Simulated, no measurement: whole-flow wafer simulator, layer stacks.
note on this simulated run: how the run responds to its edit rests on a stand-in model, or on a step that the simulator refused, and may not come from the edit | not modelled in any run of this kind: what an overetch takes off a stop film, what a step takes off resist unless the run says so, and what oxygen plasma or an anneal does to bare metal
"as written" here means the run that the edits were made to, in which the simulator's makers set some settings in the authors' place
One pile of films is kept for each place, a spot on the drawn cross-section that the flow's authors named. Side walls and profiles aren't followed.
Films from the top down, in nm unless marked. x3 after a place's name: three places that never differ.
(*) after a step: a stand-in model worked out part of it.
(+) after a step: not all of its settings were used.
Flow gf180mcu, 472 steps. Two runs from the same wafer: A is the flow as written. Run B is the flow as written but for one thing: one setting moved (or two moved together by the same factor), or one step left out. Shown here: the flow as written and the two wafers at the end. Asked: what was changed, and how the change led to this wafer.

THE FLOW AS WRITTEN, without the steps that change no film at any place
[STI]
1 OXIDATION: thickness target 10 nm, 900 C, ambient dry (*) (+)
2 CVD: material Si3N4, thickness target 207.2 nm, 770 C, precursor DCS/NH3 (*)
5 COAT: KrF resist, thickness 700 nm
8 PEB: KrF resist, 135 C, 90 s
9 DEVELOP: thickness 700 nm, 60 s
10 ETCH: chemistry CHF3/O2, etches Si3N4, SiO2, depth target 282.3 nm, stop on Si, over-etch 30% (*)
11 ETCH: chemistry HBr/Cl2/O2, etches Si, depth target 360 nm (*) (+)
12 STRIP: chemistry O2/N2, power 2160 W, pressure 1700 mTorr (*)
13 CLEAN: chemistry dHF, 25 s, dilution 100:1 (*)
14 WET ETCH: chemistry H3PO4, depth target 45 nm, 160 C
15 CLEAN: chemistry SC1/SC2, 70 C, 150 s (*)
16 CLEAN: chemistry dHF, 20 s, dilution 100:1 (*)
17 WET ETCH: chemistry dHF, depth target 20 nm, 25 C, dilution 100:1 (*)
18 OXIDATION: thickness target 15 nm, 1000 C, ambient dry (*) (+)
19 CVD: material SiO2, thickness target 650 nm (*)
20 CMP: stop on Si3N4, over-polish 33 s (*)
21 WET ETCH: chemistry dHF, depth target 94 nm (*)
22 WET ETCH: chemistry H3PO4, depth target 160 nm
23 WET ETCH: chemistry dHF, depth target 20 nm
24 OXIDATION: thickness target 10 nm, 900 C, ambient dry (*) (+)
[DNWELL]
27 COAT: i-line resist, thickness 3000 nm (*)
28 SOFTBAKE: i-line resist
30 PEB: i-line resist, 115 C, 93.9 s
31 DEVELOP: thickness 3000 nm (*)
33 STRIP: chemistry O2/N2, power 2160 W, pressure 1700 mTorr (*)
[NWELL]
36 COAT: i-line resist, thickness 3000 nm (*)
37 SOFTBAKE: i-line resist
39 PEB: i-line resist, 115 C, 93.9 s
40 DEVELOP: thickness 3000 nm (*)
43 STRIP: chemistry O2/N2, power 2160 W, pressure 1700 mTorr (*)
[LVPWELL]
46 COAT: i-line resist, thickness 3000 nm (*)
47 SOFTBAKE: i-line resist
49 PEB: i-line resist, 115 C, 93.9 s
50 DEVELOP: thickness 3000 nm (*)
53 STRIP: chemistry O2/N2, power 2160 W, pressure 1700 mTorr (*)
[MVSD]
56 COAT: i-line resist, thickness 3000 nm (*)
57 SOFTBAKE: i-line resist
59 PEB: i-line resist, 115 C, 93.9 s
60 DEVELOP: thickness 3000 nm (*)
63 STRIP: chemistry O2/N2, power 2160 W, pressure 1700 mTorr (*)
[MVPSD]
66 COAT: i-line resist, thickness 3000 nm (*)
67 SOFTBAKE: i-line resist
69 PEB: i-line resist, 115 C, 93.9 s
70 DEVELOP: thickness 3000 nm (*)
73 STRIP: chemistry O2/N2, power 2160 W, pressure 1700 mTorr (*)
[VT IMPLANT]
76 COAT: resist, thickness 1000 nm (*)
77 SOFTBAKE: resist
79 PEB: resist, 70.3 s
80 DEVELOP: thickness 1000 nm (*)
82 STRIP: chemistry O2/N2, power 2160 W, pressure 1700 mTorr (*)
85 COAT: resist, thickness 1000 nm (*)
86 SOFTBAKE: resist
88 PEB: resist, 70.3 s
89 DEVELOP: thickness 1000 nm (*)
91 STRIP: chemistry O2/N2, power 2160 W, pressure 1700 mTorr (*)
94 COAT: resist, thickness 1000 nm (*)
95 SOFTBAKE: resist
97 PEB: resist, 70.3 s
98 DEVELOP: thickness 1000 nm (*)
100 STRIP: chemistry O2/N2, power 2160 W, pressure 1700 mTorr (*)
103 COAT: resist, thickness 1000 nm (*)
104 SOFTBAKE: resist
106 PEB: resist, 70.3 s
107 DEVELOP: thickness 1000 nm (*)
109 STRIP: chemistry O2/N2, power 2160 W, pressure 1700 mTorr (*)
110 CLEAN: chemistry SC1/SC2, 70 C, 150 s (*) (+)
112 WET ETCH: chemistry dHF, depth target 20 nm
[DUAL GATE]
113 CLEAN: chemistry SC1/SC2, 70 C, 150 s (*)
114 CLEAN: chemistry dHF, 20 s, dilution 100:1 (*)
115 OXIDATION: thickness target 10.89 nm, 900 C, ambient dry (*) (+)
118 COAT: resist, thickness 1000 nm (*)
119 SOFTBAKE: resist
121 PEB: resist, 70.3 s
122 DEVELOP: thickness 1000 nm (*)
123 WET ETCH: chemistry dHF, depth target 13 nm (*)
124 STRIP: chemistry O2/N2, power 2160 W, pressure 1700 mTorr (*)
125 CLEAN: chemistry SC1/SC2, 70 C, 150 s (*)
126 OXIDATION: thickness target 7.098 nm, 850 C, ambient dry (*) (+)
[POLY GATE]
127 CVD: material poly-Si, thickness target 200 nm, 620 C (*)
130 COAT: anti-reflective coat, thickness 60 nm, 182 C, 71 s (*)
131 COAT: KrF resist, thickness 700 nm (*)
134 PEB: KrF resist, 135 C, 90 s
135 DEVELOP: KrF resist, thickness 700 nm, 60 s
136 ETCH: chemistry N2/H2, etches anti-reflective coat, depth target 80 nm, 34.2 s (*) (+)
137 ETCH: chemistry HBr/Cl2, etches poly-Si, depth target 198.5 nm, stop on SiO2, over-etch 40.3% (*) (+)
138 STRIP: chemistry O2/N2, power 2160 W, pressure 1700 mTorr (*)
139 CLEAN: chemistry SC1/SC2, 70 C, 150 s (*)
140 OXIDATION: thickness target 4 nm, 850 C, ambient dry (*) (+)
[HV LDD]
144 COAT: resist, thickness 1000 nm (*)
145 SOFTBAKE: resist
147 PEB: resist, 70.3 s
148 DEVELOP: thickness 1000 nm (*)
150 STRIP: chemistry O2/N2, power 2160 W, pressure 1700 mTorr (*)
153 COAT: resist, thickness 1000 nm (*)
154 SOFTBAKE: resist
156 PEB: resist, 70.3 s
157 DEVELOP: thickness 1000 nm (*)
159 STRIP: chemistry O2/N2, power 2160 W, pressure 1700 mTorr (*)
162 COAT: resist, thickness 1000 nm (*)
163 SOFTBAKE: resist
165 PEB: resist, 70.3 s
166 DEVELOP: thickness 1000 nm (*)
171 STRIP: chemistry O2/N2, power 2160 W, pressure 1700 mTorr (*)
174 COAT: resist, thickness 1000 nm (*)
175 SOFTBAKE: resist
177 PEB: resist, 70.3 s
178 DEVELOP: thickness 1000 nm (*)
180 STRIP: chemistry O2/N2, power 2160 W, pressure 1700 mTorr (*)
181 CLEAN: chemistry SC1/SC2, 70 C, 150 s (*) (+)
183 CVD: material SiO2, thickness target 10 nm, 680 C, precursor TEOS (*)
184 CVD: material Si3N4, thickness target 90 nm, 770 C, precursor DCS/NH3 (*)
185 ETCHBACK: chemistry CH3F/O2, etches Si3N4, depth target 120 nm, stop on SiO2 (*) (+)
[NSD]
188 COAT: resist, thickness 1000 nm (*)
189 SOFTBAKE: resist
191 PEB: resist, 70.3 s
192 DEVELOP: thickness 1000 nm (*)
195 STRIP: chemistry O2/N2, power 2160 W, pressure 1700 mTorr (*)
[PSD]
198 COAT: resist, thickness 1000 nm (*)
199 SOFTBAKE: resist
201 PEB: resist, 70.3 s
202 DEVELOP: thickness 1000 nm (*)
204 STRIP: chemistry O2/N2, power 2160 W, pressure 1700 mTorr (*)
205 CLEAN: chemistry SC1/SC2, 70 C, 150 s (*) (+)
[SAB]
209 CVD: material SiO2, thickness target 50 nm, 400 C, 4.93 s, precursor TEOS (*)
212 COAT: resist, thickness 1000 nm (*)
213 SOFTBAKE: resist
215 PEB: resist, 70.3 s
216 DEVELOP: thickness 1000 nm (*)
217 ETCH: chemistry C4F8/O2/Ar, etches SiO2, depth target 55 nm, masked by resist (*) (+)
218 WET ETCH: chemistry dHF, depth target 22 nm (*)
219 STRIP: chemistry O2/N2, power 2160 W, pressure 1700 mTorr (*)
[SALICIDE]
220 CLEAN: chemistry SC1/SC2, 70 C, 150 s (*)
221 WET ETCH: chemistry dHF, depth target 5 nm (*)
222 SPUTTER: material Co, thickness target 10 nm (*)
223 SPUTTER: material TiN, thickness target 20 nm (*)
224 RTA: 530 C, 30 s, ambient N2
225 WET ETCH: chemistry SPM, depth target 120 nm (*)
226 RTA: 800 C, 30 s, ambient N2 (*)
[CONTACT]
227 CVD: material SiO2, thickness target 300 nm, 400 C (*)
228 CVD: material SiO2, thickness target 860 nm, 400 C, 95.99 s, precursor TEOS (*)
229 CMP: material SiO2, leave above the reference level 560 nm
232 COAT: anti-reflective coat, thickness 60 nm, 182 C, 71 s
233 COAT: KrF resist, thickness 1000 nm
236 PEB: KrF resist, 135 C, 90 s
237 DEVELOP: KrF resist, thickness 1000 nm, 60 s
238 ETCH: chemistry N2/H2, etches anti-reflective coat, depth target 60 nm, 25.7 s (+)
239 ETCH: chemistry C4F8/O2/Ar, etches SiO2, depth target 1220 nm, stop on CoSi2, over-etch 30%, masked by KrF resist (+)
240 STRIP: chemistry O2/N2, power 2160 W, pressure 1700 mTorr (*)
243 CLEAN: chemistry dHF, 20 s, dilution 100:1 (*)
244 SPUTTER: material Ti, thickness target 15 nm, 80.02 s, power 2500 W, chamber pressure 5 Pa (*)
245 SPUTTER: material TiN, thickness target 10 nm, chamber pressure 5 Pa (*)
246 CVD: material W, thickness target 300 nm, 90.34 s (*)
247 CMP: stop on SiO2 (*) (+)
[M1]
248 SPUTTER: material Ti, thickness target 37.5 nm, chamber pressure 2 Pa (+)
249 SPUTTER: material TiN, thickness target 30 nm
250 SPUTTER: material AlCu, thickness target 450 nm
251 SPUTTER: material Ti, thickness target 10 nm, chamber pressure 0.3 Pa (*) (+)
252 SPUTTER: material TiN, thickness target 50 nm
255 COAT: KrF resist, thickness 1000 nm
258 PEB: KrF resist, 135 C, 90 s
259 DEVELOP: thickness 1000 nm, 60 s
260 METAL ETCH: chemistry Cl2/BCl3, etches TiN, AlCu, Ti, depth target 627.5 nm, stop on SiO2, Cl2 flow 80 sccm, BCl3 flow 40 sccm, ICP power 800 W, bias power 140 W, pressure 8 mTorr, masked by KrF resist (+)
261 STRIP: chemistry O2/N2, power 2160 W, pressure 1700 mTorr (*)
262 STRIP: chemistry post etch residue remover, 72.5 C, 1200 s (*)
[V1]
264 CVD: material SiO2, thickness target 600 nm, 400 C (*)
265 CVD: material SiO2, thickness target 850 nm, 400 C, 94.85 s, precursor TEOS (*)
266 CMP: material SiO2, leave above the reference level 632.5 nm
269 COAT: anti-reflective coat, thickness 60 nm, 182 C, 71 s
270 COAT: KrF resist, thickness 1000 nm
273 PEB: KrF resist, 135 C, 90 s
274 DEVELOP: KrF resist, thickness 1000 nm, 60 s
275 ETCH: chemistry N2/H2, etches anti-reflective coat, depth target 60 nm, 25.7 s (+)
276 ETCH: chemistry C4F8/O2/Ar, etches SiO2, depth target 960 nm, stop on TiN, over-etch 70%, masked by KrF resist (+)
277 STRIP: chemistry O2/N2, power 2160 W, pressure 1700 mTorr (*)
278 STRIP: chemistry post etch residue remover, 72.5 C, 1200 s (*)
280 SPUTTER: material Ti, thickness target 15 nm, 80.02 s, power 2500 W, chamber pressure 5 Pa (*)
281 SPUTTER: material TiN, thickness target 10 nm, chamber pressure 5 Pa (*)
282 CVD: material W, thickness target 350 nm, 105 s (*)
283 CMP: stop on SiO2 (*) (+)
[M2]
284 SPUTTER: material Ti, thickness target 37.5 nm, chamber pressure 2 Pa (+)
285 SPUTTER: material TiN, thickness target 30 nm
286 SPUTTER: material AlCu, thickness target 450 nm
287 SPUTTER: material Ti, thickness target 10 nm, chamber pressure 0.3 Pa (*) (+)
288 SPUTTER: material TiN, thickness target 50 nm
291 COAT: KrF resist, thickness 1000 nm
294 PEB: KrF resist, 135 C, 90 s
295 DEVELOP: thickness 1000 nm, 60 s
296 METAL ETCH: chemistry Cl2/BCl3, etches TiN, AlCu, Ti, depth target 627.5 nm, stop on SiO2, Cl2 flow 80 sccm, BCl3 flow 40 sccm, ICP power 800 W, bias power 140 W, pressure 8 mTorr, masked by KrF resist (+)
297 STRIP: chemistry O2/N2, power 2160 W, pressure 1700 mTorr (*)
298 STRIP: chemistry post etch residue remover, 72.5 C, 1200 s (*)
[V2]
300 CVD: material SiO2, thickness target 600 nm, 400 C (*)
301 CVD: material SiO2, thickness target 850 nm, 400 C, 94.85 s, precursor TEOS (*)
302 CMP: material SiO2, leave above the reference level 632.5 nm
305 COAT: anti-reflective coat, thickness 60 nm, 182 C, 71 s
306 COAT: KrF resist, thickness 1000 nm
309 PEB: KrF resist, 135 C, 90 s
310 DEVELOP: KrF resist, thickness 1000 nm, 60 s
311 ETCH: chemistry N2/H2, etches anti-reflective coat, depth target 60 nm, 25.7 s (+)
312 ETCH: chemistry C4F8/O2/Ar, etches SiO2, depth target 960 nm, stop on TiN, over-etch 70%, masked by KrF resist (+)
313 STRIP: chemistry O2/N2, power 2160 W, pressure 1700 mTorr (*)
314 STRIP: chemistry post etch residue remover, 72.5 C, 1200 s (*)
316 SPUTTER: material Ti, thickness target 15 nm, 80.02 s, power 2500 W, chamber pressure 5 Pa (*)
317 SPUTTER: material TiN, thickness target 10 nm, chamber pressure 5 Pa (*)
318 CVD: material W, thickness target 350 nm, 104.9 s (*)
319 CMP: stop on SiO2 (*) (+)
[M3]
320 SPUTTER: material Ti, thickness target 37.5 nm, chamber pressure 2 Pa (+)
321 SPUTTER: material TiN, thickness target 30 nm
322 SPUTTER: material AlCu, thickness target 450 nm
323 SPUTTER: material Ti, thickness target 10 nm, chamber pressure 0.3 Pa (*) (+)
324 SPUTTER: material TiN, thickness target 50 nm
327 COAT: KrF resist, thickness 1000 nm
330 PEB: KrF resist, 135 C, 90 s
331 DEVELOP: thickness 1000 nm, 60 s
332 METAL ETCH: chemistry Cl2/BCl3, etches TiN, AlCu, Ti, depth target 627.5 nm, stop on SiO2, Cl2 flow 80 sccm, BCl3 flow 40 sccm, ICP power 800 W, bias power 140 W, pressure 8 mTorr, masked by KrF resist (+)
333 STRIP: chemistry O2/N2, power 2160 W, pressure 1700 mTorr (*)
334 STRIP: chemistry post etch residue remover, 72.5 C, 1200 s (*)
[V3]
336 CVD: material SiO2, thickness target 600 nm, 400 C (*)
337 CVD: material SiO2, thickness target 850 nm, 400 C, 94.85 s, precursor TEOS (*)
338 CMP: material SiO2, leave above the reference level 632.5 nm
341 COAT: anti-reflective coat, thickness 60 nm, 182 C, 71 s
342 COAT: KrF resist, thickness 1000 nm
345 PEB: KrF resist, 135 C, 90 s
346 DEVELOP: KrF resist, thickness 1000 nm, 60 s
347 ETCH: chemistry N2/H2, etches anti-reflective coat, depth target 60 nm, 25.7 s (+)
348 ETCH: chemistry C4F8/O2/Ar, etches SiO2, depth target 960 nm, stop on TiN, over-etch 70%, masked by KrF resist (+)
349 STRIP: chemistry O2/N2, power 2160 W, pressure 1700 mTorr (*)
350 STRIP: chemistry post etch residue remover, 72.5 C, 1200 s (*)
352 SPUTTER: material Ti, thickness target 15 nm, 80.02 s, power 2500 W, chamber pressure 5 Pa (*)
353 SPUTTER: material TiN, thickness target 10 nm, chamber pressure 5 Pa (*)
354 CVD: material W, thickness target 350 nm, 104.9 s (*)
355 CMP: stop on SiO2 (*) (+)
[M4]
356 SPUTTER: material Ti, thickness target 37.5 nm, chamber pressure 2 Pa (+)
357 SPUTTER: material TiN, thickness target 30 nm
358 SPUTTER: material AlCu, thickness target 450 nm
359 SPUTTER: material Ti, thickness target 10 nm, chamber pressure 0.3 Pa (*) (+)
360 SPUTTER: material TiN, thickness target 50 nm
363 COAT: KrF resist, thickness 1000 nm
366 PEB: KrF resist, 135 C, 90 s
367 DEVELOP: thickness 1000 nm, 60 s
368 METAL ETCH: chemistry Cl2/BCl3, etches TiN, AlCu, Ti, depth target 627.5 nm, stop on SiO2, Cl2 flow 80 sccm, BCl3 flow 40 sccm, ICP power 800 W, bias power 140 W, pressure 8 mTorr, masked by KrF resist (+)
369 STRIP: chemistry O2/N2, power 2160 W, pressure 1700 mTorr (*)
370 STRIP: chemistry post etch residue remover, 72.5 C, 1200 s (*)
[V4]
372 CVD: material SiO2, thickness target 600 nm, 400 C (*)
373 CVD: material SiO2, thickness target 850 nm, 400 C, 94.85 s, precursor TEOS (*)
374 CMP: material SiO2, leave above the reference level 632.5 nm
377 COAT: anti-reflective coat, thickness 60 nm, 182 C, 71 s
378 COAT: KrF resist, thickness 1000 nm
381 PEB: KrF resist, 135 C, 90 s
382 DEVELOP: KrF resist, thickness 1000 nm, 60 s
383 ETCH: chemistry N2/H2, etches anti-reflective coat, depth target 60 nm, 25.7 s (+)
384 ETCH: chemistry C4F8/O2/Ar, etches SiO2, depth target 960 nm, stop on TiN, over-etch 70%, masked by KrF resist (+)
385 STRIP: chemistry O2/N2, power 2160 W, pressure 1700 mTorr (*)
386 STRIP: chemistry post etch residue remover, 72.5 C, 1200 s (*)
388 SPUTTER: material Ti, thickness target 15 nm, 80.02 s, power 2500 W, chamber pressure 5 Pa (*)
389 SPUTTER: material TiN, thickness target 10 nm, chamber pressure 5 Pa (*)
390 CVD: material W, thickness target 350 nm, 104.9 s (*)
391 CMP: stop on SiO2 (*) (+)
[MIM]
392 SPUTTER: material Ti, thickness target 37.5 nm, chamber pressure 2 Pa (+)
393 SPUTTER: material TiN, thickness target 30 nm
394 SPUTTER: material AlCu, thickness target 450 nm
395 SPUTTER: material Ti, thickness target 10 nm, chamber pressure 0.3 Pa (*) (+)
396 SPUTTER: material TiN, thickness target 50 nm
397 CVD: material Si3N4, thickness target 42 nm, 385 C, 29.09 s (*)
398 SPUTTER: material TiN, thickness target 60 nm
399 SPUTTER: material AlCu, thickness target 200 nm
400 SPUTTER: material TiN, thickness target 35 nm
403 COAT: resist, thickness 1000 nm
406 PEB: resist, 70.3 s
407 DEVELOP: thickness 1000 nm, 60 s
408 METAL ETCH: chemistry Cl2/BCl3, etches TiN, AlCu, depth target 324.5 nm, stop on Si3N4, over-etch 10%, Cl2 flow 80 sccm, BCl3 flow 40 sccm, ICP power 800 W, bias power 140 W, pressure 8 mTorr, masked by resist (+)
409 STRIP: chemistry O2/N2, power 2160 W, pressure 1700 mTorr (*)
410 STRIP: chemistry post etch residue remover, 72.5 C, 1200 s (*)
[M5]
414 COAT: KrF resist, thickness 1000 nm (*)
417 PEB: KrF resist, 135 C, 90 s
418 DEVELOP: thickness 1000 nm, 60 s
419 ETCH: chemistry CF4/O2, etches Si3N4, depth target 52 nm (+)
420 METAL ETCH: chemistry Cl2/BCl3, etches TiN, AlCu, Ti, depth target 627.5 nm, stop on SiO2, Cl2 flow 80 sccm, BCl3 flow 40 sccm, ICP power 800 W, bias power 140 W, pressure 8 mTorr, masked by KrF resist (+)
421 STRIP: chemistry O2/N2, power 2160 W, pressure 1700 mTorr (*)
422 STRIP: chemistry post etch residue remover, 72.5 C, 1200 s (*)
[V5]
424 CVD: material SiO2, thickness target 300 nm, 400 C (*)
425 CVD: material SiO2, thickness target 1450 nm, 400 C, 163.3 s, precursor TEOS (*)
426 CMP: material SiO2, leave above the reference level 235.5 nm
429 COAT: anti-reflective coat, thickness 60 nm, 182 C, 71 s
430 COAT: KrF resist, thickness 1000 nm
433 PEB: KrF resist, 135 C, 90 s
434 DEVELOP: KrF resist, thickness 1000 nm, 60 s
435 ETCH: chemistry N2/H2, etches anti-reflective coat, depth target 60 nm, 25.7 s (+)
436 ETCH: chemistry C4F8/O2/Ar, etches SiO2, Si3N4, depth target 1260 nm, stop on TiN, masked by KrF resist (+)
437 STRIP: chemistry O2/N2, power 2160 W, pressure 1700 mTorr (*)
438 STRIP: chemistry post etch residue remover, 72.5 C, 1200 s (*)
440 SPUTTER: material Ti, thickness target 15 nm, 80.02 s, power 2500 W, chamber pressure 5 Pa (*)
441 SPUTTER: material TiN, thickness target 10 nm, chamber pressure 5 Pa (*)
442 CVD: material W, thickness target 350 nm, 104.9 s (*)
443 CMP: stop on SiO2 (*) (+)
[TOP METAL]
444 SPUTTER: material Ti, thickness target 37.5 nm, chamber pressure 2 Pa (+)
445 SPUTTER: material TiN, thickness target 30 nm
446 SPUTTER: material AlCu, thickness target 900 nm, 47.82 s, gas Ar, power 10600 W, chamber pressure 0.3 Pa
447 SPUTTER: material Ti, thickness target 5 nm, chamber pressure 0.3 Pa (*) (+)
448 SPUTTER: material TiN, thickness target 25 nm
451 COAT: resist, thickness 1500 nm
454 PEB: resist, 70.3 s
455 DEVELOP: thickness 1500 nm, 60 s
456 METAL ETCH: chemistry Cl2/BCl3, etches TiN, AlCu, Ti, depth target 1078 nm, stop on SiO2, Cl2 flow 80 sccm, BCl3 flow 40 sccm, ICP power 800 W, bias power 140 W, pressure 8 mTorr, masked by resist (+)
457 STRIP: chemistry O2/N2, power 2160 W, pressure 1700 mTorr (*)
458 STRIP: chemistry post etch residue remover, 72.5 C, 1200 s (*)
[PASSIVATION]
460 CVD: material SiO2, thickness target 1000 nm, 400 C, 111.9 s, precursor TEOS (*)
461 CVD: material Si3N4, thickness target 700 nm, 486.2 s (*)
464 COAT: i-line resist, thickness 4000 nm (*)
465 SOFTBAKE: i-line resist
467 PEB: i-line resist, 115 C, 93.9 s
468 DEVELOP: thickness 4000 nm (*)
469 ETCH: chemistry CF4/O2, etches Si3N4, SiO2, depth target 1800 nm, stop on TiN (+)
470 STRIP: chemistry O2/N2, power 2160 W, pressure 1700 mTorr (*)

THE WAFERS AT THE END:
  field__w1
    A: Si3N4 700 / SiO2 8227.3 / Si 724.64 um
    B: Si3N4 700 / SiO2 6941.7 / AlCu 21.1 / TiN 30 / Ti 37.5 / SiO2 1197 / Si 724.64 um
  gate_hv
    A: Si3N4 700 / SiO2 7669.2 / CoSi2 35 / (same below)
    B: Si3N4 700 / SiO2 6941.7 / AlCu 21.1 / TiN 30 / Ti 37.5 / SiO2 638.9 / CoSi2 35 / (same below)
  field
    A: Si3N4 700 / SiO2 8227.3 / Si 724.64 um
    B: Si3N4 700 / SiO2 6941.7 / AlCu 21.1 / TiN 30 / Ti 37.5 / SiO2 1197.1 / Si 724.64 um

The cause: step 260, METAL ETCH: depth target 483.2 nm was run, where the flow has depth target 627.5 nm.

How the change led to this, step by step:
  260 METAL ETCH: chemistry Cl2/BCl3, etches TiN, AlCu, Ti, depth target 627.5 nm, stop on SiO2, Cl2 flow 80 sccm, BCl3 flow 40 sccm, ICP power 800 W, bias power 140 W, pressure 8 mTorr, masked by KrF resist (+)
      field, field__w1, field__w2 and 99 more: A TiN -50 (all of it), Ti -10 (all of it), AlCu -450 (all of it), TiN -30 (all of it), Ti -37.5 (all of it) | B TiN -50 (all of it), Ti -10 (all of it), AlCu -423.2
      field__w8, contact, m1 and 6 more: A KrF resist -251 | B KrF resist -193.3
  261 STRIP: chemistry O2/N2, power 2160 W, pressure 1700 mTorr (*)
      field__w8, contact, m1 and 6 more: A KrF resist -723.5 (all of it) | B KrF resist -781.2 (all of it)
  262 STRIP: chemistry post etch residue remover, 72.5 C, 1200 s (*)
      field, field__w1, field__w2 and 99 more: A nothing | B AlCu -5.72
  264 CVD: material SiO2, thickness target 600 nm, 400 C (*)
      field, field__w1, field__w2 and 99 more: A SiO2 +600 | B SiO2 +600 (new film)
  266 CMP: material SiO2, leave above the reference level 632.5 nm
      field, field__w1, field__w2 and 99 more: A SiO2 -300 | B SiO2 -388.6
Counting metal films that touch as one body, field__w1 has 1 body; the flow as written gives 0 bodies.
Counting metal films that touch as one body, gate_hv has 2 bodies (between them, from the top down: SiO2 638.9); the flow as written gives 1 body.
Counting metal films that touch as one body, field has 1 body; the flow as written gives 0 bodies.
